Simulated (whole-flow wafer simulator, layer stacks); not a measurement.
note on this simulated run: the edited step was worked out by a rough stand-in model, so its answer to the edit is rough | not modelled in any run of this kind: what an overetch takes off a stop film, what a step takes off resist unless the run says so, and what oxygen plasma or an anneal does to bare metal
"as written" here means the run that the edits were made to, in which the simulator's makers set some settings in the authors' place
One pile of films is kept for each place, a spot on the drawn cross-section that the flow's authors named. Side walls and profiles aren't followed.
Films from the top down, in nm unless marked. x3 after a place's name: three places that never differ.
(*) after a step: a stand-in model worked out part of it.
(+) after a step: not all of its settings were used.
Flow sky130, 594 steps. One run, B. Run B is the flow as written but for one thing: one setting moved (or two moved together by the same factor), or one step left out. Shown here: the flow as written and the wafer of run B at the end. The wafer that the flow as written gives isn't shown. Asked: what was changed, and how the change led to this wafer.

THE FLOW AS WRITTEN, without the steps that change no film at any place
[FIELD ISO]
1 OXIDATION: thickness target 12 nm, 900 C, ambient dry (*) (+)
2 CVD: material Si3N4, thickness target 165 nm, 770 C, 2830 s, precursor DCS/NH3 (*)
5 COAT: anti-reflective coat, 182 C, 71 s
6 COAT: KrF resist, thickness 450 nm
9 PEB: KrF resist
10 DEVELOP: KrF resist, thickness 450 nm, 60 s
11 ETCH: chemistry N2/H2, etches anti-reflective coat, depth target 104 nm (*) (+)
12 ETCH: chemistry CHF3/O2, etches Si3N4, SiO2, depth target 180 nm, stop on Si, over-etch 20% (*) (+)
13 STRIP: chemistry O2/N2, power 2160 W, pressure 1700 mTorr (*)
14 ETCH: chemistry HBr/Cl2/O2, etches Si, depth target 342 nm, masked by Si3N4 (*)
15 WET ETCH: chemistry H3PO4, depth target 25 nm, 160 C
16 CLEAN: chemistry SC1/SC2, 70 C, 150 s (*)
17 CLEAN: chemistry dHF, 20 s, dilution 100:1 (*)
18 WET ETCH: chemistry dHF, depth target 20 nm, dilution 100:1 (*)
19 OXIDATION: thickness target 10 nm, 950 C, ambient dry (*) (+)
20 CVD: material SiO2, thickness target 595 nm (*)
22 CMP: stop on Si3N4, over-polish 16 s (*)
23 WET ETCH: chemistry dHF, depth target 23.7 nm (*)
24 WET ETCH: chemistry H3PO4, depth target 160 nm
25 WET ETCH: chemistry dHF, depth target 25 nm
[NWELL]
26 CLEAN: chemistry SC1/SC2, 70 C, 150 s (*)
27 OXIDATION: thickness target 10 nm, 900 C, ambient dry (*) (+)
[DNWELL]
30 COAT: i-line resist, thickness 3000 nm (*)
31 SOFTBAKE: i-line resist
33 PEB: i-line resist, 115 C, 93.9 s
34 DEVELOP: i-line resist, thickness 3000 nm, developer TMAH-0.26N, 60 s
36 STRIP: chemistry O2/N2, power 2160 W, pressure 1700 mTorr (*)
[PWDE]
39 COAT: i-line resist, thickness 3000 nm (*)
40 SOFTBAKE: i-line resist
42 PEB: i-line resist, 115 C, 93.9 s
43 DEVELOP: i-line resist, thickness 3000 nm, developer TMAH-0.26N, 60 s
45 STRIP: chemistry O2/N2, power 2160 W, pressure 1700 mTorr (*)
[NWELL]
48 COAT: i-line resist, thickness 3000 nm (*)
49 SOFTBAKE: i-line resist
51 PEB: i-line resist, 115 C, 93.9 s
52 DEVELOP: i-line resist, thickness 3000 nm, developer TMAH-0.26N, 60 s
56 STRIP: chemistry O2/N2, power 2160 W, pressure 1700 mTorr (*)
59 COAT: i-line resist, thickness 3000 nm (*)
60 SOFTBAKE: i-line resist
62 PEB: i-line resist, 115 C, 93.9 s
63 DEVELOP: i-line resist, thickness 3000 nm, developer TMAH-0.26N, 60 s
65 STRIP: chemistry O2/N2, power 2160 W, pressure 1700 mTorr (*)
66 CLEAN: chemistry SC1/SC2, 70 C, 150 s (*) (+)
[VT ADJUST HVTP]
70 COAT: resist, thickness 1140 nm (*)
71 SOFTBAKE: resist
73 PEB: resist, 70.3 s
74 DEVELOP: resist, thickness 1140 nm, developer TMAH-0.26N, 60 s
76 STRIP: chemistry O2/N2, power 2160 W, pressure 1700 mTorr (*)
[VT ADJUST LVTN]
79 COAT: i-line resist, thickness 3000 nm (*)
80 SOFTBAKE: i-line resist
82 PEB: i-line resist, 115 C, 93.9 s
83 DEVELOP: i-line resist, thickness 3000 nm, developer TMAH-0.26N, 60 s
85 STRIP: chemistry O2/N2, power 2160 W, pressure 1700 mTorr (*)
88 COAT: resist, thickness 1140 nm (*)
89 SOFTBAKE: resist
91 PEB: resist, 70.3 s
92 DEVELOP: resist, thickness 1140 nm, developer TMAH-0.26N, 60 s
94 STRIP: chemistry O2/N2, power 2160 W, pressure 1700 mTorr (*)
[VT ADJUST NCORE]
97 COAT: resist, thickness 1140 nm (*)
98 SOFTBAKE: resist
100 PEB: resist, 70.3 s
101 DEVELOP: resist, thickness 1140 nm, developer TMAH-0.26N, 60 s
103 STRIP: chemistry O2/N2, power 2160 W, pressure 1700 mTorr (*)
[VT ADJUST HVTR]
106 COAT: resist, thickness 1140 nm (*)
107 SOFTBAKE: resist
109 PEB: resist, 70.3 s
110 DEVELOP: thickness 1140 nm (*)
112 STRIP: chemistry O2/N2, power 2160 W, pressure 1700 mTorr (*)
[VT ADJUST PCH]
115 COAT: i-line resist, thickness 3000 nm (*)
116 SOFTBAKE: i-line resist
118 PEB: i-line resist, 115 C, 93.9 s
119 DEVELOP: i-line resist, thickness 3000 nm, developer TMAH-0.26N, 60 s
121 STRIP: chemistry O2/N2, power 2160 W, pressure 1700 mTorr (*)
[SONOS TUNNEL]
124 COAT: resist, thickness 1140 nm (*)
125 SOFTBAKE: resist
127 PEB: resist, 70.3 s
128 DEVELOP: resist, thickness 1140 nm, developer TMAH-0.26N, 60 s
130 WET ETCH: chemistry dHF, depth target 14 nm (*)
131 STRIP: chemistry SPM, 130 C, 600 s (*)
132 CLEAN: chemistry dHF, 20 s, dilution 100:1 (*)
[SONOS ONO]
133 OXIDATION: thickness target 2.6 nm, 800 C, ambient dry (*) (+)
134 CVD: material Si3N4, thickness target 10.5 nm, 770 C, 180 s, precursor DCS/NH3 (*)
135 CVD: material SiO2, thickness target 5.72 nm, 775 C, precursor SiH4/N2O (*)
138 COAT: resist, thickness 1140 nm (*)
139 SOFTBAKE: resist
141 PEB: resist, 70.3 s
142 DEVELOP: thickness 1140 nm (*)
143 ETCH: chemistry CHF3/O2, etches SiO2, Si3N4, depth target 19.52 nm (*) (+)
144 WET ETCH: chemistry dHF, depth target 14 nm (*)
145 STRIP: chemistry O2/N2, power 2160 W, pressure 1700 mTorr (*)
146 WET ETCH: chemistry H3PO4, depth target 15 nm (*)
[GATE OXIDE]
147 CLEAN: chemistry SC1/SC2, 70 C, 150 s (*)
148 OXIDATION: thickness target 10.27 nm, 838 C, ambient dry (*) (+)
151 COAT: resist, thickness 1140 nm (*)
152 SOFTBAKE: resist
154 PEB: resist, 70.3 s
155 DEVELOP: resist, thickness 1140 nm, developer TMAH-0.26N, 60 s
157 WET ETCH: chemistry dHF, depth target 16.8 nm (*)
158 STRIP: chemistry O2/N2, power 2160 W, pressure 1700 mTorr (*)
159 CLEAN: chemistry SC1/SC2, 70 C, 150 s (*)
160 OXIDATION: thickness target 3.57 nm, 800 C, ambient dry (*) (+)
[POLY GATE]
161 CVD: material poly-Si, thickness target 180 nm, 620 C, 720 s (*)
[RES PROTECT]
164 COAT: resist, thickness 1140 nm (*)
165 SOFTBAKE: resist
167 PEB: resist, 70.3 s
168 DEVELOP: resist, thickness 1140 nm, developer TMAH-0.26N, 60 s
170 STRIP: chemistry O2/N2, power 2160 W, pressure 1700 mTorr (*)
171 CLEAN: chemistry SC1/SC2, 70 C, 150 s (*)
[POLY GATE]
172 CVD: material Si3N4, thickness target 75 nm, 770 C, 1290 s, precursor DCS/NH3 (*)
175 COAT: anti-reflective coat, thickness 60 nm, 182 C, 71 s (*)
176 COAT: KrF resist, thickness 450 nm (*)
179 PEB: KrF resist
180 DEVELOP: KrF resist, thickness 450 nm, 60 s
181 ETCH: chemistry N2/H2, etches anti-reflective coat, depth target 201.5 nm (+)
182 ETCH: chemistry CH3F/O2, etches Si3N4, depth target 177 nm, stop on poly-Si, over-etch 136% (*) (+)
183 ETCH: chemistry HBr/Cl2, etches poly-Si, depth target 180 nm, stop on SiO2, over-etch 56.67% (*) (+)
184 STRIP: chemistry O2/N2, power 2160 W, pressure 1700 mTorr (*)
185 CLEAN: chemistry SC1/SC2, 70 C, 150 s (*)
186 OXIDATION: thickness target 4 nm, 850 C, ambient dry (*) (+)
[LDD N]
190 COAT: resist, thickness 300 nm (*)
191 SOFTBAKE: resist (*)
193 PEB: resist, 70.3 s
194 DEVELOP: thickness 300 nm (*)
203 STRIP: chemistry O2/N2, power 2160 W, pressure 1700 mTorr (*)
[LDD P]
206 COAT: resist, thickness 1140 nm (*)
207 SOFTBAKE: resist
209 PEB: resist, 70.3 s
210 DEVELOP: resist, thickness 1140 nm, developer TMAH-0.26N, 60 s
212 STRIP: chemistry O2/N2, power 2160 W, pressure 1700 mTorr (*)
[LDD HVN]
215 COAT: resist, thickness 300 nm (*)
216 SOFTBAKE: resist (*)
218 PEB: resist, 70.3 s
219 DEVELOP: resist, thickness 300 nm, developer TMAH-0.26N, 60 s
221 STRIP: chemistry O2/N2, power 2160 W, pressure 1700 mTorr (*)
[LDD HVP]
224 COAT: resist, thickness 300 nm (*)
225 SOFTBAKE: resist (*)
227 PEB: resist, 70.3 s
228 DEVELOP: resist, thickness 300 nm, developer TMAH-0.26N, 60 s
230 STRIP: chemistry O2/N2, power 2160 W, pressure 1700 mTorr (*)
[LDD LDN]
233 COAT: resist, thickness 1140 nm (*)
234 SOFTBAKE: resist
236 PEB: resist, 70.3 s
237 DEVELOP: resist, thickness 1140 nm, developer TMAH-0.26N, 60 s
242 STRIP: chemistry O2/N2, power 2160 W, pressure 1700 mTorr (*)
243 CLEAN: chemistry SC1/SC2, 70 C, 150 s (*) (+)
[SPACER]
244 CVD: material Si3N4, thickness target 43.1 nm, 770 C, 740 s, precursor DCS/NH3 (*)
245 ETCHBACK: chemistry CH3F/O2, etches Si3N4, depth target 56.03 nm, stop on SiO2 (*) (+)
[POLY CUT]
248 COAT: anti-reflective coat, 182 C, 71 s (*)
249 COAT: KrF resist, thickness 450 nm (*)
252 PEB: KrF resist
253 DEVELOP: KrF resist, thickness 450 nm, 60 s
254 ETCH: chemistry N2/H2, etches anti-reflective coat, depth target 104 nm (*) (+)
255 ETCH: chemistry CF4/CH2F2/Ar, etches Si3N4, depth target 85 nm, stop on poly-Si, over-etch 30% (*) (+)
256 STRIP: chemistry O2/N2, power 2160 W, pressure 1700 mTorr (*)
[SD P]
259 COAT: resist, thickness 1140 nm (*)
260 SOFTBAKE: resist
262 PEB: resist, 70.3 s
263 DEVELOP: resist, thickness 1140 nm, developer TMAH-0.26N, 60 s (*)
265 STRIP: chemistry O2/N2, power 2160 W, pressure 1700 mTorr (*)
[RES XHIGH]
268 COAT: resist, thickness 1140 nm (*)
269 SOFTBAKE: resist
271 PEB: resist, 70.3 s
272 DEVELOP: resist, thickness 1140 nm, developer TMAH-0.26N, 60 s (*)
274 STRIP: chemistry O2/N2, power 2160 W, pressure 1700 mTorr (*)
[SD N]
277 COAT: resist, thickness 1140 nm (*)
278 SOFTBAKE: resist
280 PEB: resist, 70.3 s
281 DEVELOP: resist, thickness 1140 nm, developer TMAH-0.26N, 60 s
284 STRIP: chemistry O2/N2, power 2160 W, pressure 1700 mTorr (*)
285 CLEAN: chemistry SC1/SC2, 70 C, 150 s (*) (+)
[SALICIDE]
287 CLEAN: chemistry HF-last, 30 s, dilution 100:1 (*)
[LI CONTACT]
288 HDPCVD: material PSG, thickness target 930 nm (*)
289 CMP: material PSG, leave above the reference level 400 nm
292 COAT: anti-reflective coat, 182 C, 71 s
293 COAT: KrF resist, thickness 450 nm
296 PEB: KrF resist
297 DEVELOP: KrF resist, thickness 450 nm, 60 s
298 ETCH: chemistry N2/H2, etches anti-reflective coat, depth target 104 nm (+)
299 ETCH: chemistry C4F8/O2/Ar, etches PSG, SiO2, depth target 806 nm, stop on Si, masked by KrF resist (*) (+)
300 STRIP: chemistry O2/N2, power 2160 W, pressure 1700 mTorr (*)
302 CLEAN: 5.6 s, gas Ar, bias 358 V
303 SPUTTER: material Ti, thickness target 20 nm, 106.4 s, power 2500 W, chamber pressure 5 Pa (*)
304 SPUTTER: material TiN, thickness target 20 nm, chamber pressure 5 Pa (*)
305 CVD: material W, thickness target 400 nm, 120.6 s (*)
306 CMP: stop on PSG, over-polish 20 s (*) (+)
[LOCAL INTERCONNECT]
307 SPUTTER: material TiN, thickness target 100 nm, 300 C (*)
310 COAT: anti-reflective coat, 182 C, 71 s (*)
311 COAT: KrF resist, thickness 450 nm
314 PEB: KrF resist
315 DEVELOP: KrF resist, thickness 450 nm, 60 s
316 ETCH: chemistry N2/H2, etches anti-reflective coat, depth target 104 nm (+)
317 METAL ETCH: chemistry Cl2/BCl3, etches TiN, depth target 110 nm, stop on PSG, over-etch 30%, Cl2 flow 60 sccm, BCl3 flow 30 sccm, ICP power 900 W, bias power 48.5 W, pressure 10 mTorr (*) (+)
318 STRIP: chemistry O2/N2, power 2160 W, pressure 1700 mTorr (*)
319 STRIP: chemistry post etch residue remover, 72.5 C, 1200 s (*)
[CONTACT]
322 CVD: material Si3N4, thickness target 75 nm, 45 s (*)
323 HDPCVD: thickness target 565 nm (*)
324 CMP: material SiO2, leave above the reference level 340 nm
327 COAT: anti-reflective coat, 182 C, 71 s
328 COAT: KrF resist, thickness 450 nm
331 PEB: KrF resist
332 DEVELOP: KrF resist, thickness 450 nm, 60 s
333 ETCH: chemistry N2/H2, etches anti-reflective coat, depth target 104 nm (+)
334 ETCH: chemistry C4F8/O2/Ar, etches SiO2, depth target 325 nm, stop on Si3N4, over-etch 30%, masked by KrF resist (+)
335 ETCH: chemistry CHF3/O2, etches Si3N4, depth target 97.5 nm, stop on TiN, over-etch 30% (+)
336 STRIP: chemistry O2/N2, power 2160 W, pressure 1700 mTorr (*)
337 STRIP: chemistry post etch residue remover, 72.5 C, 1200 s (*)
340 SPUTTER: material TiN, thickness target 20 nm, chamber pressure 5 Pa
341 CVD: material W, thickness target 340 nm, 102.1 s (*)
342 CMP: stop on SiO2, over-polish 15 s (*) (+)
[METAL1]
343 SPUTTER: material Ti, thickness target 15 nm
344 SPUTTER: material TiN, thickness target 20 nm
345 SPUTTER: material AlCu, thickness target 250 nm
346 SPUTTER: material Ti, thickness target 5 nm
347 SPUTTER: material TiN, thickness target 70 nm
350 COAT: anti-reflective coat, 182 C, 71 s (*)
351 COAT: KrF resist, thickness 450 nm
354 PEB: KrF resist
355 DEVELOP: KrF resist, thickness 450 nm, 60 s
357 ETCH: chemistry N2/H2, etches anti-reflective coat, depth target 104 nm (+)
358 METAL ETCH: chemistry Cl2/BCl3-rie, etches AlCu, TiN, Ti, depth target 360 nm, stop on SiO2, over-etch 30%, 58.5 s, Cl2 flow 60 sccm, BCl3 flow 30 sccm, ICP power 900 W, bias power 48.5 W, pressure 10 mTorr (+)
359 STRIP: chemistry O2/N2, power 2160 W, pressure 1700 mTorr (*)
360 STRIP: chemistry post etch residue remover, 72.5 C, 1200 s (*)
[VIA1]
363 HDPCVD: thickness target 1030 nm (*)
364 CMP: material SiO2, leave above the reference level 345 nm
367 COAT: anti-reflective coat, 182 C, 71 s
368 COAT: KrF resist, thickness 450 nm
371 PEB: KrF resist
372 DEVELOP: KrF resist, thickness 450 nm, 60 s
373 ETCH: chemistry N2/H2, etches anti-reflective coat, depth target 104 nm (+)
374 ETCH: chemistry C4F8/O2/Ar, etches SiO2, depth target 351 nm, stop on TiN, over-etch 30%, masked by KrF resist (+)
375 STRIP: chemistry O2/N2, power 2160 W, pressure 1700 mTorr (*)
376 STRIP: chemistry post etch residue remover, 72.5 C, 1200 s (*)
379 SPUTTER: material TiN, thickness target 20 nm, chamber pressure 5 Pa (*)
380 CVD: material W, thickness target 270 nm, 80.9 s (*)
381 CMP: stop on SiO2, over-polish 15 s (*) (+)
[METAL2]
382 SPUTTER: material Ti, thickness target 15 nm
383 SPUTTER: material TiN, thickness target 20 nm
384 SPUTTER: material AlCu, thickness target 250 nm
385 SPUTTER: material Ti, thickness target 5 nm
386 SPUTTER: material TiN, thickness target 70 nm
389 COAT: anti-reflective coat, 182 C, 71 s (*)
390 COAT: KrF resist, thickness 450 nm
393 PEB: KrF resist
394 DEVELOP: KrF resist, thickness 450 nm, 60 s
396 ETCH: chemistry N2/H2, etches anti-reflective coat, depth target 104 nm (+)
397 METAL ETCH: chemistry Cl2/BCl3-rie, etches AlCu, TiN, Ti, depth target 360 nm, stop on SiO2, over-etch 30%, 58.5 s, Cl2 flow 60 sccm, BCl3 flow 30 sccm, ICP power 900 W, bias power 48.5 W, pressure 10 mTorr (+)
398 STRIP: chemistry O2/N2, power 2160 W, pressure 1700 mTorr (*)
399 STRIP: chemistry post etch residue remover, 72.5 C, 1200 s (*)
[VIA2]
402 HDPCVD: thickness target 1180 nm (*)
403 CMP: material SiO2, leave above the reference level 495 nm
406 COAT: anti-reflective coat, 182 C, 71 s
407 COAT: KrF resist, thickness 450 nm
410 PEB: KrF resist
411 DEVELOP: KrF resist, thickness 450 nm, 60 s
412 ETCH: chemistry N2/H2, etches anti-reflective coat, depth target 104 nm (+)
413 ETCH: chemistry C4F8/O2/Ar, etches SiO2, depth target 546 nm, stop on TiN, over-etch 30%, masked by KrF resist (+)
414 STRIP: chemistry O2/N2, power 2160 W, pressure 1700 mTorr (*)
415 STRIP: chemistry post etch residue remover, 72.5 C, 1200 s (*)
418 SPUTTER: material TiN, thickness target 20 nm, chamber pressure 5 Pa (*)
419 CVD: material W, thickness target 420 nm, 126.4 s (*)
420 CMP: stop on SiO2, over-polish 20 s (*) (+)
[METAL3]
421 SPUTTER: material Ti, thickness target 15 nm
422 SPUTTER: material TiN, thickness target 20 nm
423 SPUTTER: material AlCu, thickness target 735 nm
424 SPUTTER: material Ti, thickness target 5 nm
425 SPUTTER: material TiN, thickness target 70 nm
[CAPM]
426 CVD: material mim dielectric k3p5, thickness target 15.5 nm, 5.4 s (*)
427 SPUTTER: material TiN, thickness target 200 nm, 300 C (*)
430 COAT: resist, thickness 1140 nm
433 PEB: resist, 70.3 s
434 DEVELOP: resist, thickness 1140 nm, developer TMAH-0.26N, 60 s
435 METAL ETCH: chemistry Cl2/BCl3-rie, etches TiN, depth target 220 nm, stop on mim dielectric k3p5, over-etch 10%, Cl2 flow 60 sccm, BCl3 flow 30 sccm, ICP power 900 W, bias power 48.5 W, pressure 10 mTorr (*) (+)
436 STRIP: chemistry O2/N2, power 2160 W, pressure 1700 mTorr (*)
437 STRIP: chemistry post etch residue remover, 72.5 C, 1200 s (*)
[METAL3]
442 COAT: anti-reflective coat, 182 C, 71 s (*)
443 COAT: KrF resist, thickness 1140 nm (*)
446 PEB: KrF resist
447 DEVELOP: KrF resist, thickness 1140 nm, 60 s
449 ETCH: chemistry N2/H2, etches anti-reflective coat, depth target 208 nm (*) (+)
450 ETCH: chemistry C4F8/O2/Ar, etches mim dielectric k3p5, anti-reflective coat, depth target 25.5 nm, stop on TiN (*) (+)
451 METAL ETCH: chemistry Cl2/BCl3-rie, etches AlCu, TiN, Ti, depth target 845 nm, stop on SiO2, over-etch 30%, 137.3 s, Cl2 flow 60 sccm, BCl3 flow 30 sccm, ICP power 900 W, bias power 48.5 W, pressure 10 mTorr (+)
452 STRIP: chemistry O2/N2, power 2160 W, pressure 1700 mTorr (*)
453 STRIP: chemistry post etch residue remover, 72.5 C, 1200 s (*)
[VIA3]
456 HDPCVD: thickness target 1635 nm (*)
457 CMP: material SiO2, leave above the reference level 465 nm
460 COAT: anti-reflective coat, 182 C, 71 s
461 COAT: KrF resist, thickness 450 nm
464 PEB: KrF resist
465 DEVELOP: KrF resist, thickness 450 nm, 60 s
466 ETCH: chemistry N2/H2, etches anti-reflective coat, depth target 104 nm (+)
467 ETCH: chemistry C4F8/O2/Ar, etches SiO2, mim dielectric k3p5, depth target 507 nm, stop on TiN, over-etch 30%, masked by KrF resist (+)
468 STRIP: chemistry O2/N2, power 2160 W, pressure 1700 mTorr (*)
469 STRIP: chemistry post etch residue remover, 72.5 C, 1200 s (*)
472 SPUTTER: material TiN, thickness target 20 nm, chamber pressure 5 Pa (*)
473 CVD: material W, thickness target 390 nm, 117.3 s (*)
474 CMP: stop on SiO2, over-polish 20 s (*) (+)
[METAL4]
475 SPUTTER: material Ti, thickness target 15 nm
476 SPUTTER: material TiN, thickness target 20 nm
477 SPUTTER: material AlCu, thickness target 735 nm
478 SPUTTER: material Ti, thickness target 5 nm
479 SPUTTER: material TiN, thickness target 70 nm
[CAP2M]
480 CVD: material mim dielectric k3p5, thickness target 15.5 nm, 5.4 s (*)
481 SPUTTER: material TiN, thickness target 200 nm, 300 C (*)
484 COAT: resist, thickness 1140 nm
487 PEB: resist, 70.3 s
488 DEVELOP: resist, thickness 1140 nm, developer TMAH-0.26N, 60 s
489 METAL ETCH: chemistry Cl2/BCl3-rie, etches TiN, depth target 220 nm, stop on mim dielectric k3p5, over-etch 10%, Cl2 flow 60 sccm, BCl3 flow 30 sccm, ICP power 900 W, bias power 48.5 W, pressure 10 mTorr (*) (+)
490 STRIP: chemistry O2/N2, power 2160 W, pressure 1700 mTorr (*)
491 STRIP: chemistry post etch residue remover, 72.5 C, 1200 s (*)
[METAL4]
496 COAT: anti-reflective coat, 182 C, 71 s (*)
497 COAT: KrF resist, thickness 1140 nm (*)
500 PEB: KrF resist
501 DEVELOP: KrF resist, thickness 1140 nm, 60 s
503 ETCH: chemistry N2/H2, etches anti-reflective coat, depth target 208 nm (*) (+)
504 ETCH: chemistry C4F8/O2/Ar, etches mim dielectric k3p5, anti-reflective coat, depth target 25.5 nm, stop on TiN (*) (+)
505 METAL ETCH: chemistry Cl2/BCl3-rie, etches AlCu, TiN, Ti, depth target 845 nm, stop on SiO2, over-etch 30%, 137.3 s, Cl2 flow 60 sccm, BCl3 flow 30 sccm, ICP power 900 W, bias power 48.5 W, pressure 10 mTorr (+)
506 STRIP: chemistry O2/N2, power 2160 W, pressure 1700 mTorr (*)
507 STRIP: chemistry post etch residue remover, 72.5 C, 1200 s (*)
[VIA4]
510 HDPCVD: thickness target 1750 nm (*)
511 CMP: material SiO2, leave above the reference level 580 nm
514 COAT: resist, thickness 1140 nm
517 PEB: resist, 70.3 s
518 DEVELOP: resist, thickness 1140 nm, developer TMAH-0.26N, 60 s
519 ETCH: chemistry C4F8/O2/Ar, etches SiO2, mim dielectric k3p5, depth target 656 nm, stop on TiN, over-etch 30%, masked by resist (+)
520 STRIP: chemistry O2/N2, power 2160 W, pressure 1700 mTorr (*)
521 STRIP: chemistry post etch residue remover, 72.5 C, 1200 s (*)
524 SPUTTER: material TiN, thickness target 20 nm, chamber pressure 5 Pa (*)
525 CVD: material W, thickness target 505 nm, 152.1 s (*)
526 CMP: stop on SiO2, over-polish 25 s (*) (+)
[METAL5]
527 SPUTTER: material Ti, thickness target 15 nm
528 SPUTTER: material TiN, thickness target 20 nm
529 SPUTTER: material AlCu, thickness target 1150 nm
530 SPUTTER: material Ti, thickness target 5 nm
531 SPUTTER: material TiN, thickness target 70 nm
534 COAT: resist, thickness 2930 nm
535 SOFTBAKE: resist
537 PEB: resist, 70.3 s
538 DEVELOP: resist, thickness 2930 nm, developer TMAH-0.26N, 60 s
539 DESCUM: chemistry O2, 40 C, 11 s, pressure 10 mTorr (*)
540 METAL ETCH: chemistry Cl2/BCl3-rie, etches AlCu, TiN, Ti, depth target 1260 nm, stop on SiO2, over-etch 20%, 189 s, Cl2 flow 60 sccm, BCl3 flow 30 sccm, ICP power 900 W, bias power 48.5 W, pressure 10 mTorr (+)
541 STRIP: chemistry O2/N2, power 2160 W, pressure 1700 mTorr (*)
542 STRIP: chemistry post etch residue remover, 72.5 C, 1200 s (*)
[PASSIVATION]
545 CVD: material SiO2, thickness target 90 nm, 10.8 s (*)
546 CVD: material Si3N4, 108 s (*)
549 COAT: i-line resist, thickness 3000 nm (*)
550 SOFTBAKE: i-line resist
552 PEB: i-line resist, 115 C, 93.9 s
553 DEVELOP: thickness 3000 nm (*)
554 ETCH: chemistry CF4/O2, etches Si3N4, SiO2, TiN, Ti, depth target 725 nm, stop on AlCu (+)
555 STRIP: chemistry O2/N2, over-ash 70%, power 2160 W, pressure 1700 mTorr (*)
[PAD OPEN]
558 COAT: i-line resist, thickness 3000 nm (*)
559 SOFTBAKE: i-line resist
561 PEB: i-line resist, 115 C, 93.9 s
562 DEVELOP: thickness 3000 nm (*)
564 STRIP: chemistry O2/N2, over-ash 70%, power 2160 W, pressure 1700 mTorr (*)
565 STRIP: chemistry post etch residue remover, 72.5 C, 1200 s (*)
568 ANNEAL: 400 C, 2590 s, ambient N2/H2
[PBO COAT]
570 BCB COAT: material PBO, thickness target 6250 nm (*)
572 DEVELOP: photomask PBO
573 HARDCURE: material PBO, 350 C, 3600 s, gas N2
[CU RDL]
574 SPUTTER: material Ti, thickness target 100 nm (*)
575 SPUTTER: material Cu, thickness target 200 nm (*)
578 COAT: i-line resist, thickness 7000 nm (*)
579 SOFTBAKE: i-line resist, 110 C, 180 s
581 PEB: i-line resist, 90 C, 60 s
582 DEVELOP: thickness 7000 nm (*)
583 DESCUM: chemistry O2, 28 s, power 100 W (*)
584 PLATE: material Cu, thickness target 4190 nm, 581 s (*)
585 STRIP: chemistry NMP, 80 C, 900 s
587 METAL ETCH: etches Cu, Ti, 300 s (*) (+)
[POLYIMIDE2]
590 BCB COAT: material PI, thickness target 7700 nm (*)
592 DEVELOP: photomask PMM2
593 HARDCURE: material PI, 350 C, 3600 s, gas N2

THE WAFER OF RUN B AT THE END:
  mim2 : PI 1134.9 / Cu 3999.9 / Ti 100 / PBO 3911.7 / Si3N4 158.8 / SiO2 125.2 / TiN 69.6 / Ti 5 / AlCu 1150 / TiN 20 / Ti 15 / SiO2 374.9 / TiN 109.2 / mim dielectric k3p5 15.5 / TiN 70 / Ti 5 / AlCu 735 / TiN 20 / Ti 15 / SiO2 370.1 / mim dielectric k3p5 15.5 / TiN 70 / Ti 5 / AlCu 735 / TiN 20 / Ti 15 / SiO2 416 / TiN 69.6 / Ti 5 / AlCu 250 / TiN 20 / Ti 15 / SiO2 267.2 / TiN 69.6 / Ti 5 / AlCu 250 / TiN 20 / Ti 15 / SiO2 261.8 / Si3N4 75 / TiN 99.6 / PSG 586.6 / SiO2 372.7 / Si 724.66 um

The cause: step 481, SPUTTER: thickness target 110 nm was run, where the flow has thickness target 200 nm.

How the change led to this, step by step:
  481 SPUTTER: material TiN, thickness target 200 nm, 300 C (*)
      field, active, n_well and 189 more: TiN +110 (new film) (as written it would be: TiN +200 (new film))
  489 METAL ETCH: chemistry Cl2/BCl3-rie, etches TiN, depth target 220 nm, stop on mim dielectric k3p5, over-etch 10%, Cl2 flow 60 sccm, BCl3 flow 30 sccm, ICP power 900 W, bias power 48.5 W, pressure 10 mTorr (*) (+)
      field, active, n_well and 188 more: TiN -110 (all of it) (as written it would be: TiN -200 (all of it))
      mim2: resist -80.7 (as written it would be: resist -146.7)
  490 STRIP: chemistry O2/N2, power 2160 W, pressure 1700 mTorr (*)
      mim2: resist -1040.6 (all of it) (as written it would be: resist -974.6 (all of it))
  496 COAT: anti-reflective coat, 182 C, 71 s (*)
      iso_guard__w2: anti-reflective coat +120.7 (new film) (as written it would be: anti-reflective coat +177.8 (new film))
      mim2: anti-reflective coat +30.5 (new film) (as written it would be: anti-reflective coat +40.3 (new film))
  497 COAT: KrF resist, thickness 1140 nm (*)
      iso_guard__w2: KrF resist +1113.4 (new film) (as written it would be: KrF resist +1074.8 (new film))
      mim2: KrF resist +1096.1 (new film) (as written it would be: KrF resist +1018.9 (new film))
  506 STRIP: chemistry O2/N2, power 2160 W, pressure 1700 mTorr (*)
      iso_guard__w2: KrF resist -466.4 (all of it), anti-reflective coat -120.7 (all of it) (as written it would be: KrF resist -427.9 (all of it), anti-reflective coat -177.8 (all of it))
      mim2: KrF resist -449.1 (all of it), anti-reflective coat -30.5 (all of it) (as written it would be: KrF resist -372.1 (all of it), anti-reflective coat -40.3 (all of it))
  511 CMP: material SiO2, leave above the reference level 580 nm
      mim2: SiO2 -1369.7 (as written it would be: SiO2 -1459.7)
